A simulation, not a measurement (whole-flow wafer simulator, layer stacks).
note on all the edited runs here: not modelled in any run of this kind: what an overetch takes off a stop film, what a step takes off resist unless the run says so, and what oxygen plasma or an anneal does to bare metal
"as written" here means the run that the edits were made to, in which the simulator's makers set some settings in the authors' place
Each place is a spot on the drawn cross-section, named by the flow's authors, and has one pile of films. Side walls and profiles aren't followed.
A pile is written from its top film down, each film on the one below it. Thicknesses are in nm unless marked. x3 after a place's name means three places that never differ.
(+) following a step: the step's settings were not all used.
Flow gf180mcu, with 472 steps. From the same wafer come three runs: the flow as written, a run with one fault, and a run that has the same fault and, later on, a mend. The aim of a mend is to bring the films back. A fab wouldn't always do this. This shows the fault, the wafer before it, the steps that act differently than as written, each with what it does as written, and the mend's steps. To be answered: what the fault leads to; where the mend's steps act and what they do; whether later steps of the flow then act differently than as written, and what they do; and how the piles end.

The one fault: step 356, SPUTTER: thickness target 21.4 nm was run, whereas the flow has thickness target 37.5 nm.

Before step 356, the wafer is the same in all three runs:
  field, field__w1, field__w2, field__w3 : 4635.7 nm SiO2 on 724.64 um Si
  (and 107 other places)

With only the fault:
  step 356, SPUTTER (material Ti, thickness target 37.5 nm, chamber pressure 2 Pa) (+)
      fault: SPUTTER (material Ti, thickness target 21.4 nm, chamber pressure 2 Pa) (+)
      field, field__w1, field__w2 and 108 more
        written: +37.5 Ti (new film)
        fault: +21.4 Ti (new film)
  Steps further on in the flow that do not act as written:
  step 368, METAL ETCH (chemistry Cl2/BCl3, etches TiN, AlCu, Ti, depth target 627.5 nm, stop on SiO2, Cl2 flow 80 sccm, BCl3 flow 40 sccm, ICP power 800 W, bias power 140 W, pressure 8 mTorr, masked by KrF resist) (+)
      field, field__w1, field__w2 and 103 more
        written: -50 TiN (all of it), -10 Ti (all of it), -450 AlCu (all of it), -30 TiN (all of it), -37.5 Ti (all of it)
        fault: -50 TiN (all of it), -10 Ti (all of it), -450 AlCu (all of it), -30 TiN (all of it), -21.4 Ti (all of it)
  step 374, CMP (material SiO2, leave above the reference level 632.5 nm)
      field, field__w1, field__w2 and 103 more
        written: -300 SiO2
        fault: -316.1 SiO2
  By the end, the piles at field__w8, contact, m1, m1__w1, m1_nw depart from the flow's by more than 2% or 0.5 nm, whichever is larger.
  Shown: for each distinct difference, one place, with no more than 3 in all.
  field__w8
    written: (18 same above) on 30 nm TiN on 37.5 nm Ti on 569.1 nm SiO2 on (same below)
    fault: (18 same above) on 30 nm TiN on 21.4 nm Ti on 569.1 nm SiO2 on (same below)
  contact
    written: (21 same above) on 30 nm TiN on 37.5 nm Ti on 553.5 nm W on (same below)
    fault: (21 same above) on 30 nm TiN on 21.4 nm Ti on 553.5 nm W on (same below)

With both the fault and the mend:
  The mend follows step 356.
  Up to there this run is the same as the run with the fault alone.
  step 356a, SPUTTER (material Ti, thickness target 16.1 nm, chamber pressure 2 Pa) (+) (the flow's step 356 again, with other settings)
      field, field__w1, field__w2 and 108 more
        +16.1 Ti
  Later steps of the flow that are run all act as written at every place that is followed.
  The piles end the same as the flow's at every place that both follow.
